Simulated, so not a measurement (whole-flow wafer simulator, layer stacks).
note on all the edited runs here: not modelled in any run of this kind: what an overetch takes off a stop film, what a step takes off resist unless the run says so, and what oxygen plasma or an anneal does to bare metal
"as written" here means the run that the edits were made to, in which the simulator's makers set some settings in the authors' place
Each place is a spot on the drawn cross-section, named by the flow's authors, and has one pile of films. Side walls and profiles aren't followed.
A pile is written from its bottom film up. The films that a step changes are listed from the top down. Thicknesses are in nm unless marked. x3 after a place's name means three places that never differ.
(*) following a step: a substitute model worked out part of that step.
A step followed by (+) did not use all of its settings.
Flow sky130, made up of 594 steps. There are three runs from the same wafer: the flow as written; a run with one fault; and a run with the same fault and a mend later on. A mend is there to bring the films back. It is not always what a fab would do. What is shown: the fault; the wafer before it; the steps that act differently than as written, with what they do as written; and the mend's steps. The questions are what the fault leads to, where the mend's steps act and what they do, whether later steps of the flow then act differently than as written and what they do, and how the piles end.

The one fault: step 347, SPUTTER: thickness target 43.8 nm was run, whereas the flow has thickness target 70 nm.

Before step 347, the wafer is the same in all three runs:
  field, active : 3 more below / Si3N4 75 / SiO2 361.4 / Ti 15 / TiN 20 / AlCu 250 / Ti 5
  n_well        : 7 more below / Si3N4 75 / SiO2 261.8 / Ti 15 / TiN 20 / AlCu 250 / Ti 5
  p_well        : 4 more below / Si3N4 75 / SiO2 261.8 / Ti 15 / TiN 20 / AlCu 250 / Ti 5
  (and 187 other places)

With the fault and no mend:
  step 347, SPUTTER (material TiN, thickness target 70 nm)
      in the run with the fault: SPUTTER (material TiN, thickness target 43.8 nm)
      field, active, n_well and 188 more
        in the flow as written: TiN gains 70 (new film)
        in the run with the fault: TiN gains 43.8 (new film)
  Steps later in the flow that act otherwise than as written (11 more steps, not shown, differ only slightly: by at most 2% or 0.5 nm, whichever is larger):
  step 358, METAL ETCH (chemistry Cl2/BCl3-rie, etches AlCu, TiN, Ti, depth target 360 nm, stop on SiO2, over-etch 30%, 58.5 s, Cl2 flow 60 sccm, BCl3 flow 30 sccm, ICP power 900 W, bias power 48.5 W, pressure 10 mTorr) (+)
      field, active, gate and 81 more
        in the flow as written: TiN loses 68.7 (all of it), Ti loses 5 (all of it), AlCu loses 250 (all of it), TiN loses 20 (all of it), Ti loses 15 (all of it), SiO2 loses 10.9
        in the run with the fault: TiN loses 42.5 (all of it), Ti loses 5 (all of it), AlCu loses 250 (all of it), TiN loses 20 (all of it), Ti loses 15 (all of it), SiO2 loses 13.6
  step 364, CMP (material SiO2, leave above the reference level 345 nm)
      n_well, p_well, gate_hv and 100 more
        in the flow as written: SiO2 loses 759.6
        in the run with the fault: SiO2 loses 733.4
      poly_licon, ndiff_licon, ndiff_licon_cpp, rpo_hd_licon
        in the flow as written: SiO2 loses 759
        in the run with the fault: SiO2 loses 732.8
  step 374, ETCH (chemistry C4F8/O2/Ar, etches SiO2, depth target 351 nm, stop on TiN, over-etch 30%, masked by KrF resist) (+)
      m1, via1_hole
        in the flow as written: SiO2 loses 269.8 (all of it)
        in the run with the fault: SiO2 loses 296 (all of it)
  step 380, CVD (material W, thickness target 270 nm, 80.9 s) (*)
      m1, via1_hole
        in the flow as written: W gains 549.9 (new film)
        in the run with the fault: W gains 576.6 (new film)
  At n_well, p_well, gate_hv and 104 more, the piles at the end differ from the flow's by more than 2% or 0.5 nm, whichever is larger.
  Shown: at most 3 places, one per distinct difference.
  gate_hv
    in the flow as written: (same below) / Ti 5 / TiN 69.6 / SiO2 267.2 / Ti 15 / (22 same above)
    in the run with the fault: (same below) / Ti 5 / TiN 43.4 / SiO2 293.4 / Ti 15 / (22 same above)
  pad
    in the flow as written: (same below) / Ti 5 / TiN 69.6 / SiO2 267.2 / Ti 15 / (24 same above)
    in the run with the fault: (same below) / Ti 5 / TiN 43.4 / SiO2 293.4 / Ti 15 / (24 same above)
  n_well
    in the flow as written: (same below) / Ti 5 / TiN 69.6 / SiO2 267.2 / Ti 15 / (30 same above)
    in the run with the fault: (same below) / Ti 5 / TiN 43.4 / SiO2 293.4 / Ti 15 / (30 same above)

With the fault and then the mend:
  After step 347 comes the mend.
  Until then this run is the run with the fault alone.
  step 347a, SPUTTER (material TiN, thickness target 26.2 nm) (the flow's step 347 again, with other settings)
      field, active, n_well and 188 more
        TiN gains 26.2
  None of the later steps of the flow differs from how it acts as written, at any place that is followed, by more than 2% or 0.5 nm, whichever is larger.
  At every place that both follow, the piles at the end match the flow's.
